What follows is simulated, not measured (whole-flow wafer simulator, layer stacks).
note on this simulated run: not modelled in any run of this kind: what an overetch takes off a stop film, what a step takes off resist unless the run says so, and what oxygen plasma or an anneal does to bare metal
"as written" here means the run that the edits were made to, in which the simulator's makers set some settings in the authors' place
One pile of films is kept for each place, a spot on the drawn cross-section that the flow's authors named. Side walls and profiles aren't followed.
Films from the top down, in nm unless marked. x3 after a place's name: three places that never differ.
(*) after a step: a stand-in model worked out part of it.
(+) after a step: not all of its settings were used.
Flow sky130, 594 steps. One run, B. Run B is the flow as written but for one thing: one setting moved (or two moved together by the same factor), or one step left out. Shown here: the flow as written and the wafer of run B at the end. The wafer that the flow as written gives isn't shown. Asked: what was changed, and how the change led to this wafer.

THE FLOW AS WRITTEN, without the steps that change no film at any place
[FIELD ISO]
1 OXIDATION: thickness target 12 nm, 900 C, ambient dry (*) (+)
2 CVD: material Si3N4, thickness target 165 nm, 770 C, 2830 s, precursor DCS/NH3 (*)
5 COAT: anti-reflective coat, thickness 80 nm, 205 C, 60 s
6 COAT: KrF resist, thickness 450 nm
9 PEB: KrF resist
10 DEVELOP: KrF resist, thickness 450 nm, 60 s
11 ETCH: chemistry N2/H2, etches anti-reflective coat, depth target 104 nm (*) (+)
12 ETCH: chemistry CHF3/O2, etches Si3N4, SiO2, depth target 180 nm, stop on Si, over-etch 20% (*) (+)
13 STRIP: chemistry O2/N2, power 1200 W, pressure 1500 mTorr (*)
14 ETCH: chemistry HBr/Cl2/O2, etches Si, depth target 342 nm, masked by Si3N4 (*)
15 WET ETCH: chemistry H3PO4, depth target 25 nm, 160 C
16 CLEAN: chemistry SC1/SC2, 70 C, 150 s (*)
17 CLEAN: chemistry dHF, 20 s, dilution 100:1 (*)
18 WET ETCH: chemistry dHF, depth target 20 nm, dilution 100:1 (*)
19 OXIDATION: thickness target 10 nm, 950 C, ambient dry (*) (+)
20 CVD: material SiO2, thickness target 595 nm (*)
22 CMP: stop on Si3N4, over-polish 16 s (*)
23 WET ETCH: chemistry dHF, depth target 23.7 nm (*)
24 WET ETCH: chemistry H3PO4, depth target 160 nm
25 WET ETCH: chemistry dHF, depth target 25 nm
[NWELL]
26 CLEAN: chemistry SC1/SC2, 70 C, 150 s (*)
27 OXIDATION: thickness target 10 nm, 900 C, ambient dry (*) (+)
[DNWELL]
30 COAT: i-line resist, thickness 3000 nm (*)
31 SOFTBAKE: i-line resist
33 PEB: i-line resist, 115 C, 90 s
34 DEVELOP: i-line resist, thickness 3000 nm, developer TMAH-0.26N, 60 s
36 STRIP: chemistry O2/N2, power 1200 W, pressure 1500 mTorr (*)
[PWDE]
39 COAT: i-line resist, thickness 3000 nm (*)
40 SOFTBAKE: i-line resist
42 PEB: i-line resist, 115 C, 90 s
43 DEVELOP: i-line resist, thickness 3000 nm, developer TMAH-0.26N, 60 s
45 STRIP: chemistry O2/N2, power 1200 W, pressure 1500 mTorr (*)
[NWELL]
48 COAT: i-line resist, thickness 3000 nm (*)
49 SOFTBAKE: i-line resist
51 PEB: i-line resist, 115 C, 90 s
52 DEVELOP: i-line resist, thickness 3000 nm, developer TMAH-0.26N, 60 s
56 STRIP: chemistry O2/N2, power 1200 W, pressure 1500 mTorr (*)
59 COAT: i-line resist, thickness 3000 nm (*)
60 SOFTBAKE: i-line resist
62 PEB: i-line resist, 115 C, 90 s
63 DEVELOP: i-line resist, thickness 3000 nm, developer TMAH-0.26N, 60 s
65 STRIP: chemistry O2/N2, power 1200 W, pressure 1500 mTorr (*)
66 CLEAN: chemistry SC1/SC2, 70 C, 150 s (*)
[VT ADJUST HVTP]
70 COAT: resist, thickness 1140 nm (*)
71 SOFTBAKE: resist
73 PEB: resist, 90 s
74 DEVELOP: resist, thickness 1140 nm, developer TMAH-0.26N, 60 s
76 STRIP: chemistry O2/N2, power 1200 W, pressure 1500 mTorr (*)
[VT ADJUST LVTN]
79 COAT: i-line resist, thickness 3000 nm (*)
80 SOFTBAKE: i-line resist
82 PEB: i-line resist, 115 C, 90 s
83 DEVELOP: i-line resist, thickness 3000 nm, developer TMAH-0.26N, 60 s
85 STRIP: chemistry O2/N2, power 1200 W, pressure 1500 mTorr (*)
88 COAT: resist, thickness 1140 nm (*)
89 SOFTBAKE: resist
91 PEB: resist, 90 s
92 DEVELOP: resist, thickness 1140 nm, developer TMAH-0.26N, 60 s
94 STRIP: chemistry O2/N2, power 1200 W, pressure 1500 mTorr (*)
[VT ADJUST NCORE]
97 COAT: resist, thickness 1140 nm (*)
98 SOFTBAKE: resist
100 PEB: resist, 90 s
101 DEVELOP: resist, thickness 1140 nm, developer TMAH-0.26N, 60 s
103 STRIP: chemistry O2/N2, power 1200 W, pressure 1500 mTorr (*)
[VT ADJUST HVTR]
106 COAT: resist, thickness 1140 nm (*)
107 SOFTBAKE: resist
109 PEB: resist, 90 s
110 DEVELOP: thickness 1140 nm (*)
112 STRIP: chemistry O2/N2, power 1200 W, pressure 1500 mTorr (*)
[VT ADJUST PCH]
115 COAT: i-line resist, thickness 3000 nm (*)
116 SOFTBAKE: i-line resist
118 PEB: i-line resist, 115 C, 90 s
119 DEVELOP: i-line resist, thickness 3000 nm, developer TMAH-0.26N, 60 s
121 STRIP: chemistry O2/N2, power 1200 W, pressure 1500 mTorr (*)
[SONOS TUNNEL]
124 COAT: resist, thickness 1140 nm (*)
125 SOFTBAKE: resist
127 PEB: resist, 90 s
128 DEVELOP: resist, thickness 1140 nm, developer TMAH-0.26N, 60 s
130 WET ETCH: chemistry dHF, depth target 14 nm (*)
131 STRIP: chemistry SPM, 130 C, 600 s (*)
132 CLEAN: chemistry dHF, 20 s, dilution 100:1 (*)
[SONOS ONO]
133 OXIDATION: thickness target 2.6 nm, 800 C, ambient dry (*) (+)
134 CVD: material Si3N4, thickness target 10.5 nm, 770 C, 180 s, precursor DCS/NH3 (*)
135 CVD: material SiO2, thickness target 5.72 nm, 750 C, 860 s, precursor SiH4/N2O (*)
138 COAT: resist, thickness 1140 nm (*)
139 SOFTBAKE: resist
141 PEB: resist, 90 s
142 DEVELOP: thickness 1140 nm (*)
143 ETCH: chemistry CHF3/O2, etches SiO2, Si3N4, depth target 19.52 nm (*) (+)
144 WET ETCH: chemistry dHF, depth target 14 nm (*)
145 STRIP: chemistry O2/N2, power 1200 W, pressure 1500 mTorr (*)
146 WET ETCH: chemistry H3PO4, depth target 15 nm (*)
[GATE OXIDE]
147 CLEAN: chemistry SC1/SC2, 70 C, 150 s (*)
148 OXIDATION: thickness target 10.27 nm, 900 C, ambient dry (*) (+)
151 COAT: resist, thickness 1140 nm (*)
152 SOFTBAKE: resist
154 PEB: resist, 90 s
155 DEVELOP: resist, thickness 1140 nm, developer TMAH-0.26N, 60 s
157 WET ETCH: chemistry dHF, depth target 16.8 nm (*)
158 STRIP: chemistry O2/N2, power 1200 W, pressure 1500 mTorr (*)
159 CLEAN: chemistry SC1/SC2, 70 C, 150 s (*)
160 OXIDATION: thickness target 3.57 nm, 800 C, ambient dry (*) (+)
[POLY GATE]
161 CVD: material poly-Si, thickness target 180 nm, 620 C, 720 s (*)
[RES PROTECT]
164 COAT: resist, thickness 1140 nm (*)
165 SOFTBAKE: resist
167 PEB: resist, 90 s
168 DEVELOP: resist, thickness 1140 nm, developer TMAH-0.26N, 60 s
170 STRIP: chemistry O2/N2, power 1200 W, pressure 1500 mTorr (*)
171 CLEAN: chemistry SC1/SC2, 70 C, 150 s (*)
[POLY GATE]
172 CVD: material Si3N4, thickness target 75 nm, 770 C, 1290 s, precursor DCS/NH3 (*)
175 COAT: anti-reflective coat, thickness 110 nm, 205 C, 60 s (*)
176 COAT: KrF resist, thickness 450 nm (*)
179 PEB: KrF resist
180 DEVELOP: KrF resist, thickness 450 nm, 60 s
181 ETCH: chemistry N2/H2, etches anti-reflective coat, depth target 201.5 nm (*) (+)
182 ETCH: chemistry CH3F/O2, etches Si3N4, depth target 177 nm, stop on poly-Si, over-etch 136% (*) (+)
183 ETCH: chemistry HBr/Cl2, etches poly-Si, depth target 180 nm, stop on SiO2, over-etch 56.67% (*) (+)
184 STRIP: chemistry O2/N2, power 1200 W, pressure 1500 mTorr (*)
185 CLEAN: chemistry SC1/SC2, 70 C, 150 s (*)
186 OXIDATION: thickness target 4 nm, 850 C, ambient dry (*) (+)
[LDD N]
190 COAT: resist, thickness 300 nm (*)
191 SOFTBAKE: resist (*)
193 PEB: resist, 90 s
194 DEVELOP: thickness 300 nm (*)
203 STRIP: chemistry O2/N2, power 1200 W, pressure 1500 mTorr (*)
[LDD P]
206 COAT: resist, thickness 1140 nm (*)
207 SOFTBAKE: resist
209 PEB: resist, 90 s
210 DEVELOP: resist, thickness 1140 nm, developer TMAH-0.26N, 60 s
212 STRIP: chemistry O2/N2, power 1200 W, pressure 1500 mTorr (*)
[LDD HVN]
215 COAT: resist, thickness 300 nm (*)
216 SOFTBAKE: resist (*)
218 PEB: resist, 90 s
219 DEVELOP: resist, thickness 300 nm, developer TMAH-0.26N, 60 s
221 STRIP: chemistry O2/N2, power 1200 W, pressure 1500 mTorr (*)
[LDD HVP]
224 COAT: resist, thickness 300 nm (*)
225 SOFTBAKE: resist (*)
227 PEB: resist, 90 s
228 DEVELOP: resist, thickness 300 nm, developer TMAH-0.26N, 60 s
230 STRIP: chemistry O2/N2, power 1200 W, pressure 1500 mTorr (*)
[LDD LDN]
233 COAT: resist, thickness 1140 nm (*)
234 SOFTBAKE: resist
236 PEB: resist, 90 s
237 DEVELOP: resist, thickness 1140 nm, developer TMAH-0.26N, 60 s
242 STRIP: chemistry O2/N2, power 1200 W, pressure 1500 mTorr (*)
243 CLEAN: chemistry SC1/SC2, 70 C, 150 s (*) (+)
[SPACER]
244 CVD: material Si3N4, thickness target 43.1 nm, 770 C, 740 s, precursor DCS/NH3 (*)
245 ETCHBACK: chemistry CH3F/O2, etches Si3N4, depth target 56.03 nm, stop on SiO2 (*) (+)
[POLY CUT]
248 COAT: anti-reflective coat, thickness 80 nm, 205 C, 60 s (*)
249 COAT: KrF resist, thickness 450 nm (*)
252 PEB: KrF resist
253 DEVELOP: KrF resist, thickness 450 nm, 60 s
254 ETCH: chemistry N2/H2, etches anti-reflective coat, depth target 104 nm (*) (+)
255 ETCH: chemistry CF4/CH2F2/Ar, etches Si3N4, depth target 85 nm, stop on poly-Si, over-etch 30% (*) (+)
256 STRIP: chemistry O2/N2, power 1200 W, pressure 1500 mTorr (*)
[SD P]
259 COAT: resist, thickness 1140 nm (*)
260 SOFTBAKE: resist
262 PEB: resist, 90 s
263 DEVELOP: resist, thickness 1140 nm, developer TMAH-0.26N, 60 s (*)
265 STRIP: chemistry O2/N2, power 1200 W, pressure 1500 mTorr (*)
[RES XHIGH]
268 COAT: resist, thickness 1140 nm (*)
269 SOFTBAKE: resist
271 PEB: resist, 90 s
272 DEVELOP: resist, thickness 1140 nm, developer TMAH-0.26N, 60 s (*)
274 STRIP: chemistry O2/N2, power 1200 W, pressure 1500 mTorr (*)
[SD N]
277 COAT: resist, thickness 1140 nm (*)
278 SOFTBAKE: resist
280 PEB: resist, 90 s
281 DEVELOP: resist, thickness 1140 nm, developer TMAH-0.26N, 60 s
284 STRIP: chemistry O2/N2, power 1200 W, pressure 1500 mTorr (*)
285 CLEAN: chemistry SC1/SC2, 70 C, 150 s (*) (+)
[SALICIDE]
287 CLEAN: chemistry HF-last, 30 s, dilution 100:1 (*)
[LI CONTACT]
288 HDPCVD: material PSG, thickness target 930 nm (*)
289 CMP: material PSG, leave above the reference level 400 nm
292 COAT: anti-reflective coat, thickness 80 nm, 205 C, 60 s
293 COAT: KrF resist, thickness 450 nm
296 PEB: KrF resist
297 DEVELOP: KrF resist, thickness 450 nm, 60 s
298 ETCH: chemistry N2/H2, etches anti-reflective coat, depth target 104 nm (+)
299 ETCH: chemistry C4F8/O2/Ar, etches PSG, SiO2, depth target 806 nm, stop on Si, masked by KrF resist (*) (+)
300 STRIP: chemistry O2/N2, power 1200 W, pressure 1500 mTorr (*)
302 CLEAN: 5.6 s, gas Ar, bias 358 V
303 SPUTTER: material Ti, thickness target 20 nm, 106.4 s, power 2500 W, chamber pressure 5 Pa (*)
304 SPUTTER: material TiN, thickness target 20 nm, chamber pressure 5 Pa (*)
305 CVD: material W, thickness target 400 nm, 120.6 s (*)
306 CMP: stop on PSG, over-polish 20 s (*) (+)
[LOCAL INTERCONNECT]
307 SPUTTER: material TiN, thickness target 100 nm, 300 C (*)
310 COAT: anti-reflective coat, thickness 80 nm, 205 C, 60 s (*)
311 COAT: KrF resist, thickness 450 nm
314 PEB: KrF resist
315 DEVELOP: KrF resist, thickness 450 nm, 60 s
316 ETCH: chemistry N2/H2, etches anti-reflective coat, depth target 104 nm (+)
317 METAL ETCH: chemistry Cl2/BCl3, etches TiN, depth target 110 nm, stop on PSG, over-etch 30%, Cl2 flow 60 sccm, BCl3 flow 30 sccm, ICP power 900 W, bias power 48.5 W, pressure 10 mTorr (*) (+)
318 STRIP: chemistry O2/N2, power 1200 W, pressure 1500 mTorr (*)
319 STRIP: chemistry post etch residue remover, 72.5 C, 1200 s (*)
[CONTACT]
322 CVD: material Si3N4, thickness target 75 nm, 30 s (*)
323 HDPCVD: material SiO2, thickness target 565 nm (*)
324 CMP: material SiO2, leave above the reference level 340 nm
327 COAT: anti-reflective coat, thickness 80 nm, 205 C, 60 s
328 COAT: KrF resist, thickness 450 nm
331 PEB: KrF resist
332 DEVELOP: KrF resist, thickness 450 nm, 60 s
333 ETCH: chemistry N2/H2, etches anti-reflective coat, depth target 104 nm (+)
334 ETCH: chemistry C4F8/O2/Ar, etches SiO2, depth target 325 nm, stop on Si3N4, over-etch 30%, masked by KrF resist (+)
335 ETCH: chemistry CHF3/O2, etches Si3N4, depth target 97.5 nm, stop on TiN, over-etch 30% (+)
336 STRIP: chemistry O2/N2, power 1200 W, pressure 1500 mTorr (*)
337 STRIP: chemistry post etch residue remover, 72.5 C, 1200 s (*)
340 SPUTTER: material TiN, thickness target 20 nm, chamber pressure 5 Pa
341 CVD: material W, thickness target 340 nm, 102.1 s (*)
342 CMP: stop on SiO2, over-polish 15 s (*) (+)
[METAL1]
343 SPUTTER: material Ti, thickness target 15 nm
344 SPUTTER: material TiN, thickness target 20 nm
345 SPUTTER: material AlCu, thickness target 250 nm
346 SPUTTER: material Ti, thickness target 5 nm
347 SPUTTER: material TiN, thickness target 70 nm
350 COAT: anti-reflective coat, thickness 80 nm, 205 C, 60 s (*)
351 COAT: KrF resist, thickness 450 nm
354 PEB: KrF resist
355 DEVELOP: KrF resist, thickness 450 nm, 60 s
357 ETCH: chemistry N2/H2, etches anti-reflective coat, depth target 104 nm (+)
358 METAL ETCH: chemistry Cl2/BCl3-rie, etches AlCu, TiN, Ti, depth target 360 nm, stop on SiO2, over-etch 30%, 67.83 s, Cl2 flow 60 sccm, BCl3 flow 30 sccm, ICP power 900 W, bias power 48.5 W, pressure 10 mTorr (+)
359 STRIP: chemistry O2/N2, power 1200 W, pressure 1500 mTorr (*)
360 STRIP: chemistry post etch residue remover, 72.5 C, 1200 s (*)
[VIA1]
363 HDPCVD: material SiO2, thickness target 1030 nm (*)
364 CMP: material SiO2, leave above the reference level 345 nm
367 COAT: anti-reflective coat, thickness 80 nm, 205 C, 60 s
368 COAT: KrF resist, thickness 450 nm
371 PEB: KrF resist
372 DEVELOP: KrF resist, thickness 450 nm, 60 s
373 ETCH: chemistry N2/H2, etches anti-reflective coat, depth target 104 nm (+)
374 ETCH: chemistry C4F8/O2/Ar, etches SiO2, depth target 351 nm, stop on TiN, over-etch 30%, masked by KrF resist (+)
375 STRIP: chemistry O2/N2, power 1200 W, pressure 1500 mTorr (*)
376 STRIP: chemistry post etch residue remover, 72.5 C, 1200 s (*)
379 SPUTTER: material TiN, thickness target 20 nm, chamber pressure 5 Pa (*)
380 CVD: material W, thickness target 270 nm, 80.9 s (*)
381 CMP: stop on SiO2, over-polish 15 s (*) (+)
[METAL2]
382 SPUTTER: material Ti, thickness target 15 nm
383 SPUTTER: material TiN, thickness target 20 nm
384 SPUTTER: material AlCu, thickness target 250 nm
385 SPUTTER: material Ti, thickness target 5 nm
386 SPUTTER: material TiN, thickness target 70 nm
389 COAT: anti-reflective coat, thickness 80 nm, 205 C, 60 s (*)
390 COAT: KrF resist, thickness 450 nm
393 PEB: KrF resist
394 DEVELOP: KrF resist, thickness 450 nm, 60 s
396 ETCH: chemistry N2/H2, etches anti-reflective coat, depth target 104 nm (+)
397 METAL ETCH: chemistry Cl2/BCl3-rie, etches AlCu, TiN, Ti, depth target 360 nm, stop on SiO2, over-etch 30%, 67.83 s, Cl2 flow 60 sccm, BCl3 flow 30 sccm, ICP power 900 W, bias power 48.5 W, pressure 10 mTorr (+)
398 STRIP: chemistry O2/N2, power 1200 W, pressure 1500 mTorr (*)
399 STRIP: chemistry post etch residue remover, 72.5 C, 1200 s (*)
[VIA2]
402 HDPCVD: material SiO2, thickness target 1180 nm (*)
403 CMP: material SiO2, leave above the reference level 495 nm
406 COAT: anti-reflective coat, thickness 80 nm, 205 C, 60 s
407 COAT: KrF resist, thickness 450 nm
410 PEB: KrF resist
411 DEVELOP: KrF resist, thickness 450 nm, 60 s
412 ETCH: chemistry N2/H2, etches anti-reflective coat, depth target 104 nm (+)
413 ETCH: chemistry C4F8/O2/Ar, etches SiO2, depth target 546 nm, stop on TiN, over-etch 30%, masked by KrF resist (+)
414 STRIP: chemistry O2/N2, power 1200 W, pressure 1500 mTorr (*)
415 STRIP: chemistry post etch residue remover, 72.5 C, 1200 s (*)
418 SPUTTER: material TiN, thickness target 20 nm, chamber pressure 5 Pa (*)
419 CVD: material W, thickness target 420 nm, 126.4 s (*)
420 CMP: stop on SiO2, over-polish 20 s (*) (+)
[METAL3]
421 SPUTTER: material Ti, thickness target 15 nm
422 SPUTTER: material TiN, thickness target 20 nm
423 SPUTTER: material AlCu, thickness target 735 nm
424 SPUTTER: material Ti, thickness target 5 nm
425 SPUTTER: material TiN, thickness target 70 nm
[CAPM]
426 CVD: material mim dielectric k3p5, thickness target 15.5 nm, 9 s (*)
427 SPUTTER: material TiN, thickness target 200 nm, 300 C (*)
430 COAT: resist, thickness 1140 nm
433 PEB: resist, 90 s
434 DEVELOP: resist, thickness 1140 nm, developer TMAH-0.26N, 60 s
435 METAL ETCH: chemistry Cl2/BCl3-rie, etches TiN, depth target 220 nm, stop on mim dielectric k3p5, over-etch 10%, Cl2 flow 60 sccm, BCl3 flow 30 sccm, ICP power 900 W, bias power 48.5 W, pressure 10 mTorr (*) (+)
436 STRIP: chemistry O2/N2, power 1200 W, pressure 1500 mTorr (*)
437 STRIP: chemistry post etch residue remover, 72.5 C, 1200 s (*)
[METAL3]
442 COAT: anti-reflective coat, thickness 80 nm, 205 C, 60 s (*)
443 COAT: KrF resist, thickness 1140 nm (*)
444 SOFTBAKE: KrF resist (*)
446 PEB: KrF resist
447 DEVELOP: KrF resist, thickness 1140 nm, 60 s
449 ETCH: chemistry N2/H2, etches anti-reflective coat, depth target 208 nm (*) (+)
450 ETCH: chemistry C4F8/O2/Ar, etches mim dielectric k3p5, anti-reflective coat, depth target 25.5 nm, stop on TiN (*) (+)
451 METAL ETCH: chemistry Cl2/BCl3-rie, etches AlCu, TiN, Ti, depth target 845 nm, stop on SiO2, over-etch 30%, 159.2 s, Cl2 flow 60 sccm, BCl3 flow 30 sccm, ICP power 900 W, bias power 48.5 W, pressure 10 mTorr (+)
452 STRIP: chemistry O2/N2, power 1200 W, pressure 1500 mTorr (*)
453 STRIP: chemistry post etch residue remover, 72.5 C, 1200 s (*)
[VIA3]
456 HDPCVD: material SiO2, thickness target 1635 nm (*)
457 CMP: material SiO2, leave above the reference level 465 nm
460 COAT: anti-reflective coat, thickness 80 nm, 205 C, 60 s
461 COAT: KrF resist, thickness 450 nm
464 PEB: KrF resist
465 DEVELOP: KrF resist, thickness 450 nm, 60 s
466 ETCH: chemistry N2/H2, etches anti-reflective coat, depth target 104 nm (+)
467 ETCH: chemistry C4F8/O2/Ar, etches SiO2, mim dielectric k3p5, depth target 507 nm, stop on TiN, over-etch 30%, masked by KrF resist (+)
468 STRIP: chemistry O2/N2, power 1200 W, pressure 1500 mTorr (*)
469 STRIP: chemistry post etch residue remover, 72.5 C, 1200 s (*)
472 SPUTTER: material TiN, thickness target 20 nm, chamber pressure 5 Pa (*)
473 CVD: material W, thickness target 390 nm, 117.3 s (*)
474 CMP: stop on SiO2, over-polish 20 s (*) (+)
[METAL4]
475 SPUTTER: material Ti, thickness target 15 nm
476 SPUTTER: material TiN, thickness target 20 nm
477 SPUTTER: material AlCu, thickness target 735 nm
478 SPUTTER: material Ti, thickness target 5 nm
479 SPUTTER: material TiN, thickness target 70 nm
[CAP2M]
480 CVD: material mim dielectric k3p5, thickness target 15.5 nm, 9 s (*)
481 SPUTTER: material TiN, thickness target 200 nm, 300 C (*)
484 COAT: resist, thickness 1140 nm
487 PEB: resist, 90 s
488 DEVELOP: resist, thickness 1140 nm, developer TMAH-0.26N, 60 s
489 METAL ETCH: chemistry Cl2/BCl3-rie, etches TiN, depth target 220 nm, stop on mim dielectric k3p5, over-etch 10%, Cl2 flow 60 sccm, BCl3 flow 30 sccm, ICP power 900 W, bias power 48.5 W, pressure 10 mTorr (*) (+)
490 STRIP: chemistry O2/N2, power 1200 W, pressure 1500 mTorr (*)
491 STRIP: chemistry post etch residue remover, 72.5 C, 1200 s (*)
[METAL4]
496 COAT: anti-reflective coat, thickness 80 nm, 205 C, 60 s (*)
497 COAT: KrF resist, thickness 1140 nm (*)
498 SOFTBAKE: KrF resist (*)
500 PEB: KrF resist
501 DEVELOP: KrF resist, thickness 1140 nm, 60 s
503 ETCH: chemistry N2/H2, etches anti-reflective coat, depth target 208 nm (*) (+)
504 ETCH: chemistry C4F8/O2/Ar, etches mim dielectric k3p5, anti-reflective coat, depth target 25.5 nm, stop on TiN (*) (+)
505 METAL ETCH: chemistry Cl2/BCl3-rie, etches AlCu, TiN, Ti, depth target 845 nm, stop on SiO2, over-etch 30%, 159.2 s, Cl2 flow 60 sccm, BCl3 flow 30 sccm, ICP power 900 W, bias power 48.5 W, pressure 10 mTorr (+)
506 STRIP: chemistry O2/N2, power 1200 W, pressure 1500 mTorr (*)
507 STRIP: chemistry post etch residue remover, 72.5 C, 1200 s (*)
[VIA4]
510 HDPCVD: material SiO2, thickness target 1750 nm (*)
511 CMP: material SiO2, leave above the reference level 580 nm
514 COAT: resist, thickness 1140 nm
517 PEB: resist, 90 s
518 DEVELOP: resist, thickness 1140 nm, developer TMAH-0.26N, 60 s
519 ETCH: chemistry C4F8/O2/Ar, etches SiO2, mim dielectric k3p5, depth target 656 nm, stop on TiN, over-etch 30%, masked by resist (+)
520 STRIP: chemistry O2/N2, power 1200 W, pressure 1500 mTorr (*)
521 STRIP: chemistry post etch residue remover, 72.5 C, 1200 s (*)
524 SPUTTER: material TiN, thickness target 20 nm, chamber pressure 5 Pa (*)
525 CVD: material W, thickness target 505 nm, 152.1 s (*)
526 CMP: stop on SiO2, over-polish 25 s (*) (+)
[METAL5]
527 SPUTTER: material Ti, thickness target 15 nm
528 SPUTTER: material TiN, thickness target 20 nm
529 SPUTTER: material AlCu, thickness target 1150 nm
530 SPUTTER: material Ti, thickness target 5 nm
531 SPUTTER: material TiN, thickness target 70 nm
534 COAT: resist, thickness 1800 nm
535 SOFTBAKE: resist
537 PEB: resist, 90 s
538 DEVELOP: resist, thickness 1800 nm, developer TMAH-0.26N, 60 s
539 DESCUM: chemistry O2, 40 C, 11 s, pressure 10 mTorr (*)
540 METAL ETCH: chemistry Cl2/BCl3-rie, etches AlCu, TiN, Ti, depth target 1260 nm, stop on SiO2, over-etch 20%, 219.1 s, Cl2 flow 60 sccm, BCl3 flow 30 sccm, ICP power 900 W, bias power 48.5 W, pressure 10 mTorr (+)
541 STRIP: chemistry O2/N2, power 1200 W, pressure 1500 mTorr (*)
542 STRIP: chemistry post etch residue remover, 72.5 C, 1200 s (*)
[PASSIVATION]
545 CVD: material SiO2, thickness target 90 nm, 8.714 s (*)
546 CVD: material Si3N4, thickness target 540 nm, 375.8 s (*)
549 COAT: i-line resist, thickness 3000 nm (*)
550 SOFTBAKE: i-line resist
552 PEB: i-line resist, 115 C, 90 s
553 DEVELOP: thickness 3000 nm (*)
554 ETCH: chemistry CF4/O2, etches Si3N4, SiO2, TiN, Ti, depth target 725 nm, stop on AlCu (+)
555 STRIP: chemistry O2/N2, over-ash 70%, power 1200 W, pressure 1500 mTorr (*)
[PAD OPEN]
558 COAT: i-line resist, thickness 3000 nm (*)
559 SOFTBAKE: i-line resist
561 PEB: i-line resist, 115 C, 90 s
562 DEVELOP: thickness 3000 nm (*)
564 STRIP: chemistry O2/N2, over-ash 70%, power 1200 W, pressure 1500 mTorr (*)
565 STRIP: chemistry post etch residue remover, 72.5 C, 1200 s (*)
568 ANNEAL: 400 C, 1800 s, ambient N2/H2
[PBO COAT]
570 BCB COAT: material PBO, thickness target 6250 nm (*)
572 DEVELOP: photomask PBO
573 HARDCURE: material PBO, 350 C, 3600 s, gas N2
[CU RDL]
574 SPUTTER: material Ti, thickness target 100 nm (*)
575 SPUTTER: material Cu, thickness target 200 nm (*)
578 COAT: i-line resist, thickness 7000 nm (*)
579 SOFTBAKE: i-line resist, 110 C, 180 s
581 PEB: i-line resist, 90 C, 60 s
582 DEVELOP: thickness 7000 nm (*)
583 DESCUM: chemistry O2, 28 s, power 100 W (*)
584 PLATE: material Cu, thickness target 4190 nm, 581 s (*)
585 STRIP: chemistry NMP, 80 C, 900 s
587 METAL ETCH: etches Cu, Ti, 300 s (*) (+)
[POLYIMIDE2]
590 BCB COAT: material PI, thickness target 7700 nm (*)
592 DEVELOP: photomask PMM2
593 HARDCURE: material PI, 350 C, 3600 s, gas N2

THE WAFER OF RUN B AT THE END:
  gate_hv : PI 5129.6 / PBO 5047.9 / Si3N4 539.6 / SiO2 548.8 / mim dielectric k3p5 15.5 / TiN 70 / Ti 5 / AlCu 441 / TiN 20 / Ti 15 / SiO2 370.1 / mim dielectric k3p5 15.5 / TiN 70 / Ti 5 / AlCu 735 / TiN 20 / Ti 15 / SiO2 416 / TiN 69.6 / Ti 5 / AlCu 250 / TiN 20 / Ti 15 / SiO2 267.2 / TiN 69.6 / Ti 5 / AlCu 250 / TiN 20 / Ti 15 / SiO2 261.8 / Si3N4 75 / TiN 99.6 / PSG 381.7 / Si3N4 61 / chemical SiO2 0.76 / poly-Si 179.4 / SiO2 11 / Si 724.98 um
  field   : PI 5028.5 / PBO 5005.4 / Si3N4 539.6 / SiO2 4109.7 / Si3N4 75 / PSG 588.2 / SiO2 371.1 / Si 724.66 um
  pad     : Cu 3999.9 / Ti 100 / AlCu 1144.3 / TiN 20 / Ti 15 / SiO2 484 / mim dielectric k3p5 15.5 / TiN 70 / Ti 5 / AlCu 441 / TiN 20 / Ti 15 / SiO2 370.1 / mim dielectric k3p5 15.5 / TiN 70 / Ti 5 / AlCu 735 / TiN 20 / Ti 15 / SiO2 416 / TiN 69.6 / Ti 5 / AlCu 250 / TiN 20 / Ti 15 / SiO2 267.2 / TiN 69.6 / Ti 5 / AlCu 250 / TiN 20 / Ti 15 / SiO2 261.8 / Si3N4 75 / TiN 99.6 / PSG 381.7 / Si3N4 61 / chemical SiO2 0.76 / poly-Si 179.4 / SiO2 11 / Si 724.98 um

The cause: step 477, SPUTTER: thickness target 441 nm was run, where the flow has thickness target 735 nm.
It can be read off the wafer: gate_hv has AlCu 441, and step 477 as written asks for 735 nm.

How the change led to this, step by step:
  477 SPUTTER: material AlCu, thickness target 735 nm
      field, active, n_well and 189 more: AlCu +441 (new film) (as written it would be: AlCu +735 (new film))
  505 METAL ETCH: chemistry Cl2/BCl3-rie, etches AlCu, TiN, Ti, depth target 845 nm, stop on SiO2, over-etch 30%, 159.2 s, Cl2 flow 60 sccm, BCl3 flow 30 sccm, ICP power 900 W, bias power 48.5 W, pressure 10 mTorr (+)
      field, active, gate and 70 more: TiN -70 (all of it), Ti -5 (all of it), AlCu -441 (all of it), TiN -20 (all of it), Ti -15 (all of it), SiO2 -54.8 (as written it would be: TiN -70 (all of it), Ti -5 (all of it), AlCu -735 (all of it), TiN -20 (all of it), Ti -15 (all of it), SiO2 -25.4)
      vpp_iso1, mim_edge_plate, m1_ln and 12 more: TiN -70 (all of it), Ti -5 (all of it), AlCu -441 (all of it), TiN -20 (all of it), Ti -15 (all of it), SiO2 -54.8 (as written it would be: TiN -70 (all of it), Ti -5 (all of it), AlCu -735 (all of it), TiN -20 (all of it), Ti -15 (all of it), SiO2 -25.3)
  511 CMP: material SiO2, leave above the reference level 580 nm
      field, active, gate and 76 more: SiO2 -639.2 (as written it would be: SiO2 -374.7)
      vpp_l1ln, rpo_hd, rpm_encl, rpm_encl_psd, iso_guard_nsd_tip: SiO2 -639.2 (as written it would be: SiO2 -374.6)
      (and at 4 more places)
